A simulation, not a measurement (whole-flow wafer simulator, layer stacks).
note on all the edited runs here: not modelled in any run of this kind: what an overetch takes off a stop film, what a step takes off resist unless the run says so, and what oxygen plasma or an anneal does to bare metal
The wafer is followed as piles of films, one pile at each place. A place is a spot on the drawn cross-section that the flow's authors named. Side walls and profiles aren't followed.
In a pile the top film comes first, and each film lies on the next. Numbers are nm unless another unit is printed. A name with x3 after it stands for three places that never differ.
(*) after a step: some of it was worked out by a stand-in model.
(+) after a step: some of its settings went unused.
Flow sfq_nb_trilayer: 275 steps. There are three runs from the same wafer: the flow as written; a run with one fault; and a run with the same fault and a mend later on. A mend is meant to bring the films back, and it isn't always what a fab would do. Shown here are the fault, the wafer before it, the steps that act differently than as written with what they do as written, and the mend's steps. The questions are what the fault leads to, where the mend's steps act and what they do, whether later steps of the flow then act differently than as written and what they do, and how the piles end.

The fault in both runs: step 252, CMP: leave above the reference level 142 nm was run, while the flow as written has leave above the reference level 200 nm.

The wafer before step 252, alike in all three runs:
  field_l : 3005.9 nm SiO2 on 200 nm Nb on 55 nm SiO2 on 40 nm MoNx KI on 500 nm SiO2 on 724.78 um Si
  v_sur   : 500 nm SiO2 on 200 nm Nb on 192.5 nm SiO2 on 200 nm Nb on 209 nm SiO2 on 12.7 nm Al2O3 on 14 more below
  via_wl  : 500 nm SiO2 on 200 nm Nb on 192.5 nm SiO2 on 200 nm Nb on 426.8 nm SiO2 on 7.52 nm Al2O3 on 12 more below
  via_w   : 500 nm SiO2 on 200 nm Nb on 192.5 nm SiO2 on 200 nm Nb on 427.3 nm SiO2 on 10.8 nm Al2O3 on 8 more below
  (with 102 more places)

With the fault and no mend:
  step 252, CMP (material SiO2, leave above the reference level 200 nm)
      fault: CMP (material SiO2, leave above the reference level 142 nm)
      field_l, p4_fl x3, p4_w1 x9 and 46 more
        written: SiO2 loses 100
        fault: SiO2 loses 158
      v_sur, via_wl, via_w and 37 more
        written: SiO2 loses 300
        fault: SiO2 loses 358
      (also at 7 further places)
  Steps later in the flow that act otherwise than as written (4 more steps, not shown, differ only slightly: by at most 2% or 0.5 nm, whichever is larger):
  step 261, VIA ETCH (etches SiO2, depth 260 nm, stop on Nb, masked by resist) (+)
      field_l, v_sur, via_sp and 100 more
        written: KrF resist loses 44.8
        fault: KrF resist loses 36.7
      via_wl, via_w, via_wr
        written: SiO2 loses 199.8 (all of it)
        fault: SiO2 loses 141.8 (all of it)
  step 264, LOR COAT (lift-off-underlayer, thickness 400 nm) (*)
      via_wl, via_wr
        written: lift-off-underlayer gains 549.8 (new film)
        fault: lift-off-underlayer gains 506.3 (new film)
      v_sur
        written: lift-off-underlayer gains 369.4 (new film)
        fault: lift-off-underlayer gains 378.3 (new film)
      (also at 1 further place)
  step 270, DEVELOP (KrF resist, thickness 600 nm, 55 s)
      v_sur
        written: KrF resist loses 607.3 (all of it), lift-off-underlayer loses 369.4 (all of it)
        fault: KrF resist loses 604.8 (all of it), lift-off-underlayer loses 378.3 (all of it)
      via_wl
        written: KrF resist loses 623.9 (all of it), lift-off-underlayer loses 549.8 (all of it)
        fault: KrF resist loses 616.6 (all of it), lift-off-underlayer loses 506.3 (all of it)
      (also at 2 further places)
  At v_sur, via_sp, via_v and 84 more, the piles at the end differ from the flow's by more than 2% or 0.5 nm, whichever is larger.
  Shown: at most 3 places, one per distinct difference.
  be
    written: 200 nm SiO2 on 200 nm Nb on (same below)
    fault: 142 nm SiO2 on 200 nm Nb on (same below)
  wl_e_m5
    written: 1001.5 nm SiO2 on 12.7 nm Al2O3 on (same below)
    fault: 943.5 nm SiO2 on 12.7 nm Al2O3 on (same below)
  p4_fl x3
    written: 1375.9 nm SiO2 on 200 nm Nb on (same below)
    fault: 1317.9 nm SiO2 on 200 nm Nb on (same below)

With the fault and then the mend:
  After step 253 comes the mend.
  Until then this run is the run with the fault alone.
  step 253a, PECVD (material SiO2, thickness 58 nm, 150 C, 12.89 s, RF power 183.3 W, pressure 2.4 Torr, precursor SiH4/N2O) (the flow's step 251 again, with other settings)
      field_l, v_sur, via_wl and 103 more
        SiO2 gains 58
  Later steps of the flow that are run all act as written at every place that is followed.
  At every place that both follow, the piles at the end match the flow's.
